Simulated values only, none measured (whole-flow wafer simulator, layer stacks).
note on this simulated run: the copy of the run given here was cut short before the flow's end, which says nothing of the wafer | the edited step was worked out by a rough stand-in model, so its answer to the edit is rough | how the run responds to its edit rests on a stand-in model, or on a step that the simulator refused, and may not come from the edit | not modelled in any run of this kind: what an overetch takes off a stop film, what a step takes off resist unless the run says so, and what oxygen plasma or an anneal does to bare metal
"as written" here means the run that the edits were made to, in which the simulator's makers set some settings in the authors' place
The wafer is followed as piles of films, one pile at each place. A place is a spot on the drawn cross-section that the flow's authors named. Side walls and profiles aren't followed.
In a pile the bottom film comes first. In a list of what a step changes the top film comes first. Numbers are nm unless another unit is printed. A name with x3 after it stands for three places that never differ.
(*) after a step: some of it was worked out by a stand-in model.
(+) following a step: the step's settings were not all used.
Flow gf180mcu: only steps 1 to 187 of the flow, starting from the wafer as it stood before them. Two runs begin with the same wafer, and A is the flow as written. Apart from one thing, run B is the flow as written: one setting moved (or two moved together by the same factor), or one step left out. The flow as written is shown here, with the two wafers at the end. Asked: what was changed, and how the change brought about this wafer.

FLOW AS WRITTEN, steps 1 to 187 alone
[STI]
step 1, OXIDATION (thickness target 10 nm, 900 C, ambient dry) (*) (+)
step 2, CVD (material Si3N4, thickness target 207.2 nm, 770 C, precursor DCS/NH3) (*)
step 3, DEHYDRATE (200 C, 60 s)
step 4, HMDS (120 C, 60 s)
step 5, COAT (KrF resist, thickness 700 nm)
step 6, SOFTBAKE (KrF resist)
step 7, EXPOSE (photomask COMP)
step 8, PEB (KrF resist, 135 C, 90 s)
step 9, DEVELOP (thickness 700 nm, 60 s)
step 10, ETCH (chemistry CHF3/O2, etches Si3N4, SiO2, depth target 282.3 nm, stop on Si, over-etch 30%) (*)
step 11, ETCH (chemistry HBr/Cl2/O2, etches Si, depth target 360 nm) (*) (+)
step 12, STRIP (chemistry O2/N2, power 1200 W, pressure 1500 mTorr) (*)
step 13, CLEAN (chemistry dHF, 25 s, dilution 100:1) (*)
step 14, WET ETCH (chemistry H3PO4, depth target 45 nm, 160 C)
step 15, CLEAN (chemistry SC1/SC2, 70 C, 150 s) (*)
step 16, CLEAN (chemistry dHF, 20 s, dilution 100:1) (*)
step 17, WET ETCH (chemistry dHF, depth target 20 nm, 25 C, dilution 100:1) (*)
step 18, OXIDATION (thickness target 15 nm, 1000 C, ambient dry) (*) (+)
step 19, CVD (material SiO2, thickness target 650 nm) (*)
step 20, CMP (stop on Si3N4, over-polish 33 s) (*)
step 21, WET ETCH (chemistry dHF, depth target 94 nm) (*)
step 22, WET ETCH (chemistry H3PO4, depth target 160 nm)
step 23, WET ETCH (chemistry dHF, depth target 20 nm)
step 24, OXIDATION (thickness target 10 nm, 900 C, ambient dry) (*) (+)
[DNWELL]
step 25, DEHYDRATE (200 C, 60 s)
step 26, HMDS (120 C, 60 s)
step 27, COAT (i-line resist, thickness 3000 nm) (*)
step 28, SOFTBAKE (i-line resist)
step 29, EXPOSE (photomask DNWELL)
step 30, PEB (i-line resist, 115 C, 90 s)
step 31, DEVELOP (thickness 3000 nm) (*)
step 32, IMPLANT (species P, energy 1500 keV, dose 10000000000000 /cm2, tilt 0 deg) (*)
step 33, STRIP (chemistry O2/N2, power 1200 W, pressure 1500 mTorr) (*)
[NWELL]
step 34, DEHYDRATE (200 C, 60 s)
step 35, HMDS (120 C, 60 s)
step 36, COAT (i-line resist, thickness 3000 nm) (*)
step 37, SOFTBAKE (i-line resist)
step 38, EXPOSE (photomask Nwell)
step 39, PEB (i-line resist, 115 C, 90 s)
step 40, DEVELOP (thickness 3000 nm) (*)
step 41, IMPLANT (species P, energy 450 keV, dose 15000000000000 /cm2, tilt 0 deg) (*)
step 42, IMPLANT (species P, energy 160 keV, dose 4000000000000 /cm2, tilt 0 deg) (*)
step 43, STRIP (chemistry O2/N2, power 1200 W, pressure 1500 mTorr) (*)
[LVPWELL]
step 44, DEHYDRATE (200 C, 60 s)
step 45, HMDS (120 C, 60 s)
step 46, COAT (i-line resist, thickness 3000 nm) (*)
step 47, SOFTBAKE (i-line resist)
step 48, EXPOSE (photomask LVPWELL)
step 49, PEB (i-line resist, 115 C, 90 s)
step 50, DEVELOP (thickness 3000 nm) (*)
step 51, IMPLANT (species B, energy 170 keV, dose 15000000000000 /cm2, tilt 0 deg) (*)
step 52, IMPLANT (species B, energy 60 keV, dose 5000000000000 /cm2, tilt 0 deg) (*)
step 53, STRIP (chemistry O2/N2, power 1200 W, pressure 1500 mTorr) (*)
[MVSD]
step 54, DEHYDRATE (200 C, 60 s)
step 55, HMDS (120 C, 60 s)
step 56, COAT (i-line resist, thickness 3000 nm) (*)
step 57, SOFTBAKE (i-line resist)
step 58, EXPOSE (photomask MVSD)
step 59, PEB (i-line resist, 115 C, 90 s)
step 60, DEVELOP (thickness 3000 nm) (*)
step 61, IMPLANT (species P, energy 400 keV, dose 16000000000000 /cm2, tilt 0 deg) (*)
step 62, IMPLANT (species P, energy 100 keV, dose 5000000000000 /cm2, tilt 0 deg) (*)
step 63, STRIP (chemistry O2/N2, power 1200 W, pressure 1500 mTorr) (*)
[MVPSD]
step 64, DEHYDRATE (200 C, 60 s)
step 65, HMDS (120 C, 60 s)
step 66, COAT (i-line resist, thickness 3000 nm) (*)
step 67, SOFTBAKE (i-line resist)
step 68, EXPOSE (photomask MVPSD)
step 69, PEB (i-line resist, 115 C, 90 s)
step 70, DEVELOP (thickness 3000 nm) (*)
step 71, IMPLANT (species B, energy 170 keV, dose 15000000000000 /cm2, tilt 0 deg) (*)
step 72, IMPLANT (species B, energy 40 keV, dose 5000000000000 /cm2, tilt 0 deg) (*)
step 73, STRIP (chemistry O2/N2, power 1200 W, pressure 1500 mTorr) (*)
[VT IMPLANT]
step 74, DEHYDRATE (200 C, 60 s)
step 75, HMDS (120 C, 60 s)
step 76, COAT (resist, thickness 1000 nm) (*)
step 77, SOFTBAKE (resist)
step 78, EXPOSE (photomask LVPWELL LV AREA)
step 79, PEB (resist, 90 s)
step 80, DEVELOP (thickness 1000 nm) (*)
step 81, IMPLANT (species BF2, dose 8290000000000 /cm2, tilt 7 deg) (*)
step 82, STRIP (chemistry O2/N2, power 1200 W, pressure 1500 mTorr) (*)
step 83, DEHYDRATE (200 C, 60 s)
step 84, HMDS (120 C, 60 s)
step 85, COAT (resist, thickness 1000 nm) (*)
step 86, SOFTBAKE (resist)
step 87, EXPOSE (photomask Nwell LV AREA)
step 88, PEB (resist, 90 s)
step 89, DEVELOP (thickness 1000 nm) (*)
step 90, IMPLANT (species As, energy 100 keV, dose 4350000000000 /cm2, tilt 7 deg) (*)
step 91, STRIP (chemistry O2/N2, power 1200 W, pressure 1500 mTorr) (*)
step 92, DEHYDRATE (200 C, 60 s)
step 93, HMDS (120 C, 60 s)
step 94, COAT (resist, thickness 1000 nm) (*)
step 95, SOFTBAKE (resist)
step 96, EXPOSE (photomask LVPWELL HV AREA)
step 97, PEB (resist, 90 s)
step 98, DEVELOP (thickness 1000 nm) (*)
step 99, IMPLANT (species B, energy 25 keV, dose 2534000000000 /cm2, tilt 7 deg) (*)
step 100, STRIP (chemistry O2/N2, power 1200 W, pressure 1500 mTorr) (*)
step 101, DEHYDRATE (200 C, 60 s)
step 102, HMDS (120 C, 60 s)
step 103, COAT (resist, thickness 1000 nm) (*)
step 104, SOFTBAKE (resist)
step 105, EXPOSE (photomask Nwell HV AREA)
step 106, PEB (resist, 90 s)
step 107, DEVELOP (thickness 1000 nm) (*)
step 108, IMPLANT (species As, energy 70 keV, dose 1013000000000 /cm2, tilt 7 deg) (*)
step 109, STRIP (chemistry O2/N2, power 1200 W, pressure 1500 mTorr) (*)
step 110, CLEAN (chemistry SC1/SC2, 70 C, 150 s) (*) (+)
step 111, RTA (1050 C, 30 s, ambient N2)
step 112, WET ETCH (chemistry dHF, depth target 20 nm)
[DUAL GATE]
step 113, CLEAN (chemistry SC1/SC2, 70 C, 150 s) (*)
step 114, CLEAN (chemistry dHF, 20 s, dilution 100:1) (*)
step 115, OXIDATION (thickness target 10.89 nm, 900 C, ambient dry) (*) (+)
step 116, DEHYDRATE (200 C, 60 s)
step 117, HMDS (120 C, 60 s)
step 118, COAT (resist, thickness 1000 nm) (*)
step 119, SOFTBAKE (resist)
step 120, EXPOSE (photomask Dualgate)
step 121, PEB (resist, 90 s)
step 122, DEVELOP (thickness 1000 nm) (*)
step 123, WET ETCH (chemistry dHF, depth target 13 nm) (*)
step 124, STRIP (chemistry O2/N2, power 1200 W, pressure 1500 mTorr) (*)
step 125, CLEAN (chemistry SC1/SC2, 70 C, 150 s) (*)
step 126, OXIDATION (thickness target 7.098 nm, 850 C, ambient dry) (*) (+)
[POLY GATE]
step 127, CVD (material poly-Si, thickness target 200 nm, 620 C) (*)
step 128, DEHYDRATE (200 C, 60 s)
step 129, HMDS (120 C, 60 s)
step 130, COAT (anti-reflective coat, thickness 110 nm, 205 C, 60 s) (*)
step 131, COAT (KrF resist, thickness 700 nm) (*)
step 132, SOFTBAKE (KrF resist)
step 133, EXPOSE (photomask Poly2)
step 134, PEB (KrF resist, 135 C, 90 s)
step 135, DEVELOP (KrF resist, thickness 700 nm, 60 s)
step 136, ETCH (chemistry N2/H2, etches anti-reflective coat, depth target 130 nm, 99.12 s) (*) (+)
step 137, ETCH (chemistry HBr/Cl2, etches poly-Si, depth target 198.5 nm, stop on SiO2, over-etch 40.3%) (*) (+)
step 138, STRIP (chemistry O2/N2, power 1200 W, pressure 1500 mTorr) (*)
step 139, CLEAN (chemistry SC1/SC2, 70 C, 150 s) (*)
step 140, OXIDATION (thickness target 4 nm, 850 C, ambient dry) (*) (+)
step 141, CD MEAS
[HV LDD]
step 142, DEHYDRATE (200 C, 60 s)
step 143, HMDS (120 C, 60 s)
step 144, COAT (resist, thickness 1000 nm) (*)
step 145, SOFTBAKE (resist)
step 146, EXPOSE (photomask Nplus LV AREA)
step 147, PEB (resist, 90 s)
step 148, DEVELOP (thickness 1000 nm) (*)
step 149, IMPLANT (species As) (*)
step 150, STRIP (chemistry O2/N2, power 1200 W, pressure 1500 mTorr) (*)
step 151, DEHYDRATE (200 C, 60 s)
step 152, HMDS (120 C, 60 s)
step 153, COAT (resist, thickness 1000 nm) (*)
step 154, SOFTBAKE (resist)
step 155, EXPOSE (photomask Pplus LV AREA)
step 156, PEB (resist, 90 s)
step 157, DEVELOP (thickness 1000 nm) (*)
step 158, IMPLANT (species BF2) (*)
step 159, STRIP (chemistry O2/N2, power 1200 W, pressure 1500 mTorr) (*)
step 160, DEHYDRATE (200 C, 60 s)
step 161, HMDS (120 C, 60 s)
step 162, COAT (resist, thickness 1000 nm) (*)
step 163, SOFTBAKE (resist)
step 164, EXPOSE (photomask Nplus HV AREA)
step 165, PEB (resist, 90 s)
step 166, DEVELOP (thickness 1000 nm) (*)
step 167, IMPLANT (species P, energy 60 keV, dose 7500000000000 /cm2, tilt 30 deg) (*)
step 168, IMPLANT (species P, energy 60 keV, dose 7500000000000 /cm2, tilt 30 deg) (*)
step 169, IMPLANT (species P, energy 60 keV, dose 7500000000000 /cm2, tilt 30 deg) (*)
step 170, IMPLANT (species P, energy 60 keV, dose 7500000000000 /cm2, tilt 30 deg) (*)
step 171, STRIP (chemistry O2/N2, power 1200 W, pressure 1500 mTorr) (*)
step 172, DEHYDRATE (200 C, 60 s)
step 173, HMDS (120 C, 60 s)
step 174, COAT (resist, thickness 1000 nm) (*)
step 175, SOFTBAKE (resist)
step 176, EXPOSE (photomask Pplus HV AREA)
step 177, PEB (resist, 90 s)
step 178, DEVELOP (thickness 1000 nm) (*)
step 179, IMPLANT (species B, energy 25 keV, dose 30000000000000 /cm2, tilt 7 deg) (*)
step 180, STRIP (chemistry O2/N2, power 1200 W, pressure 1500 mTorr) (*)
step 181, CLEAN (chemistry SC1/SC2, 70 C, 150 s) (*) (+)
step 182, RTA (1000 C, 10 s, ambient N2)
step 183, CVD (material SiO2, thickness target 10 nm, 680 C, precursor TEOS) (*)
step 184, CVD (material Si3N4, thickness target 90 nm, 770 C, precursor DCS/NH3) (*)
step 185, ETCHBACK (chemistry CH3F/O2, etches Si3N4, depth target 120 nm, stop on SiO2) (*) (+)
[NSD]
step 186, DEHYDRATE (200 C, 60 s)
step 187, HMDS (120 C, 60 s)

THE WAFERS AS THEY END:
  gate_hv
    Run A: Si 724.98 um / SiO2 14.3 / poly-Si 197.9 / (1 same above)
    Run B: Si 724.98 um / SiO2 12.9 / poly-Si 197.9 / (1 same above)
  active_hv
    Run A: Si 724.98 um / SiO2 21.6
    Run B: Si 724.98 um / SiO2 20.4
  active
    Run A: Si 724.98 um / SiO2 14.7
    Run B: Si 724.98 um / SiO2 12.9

What caused this: step 126, OXIDATION: 815 C was run, though the flow has 850 C.

Step by step, how the change led to this:
  step 126, OXIDATION (thickness target 7.098 nm, 850 C, ambient dry) (*) (+)
      gate_hv, active_hv, active_nat and 25 more: A +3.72 SiO2, -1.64 Si | B +2.39 SiO2, -1.05 Si
      active, n_well, p_well and 12 more: A +7.1 SiO2 (new film), -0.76 chemical SiO2 (all of it), -2.79 Si | B +5.15 SiO2 (new film), -0.76 chemical SiO2 (all of it), -1.93 Si
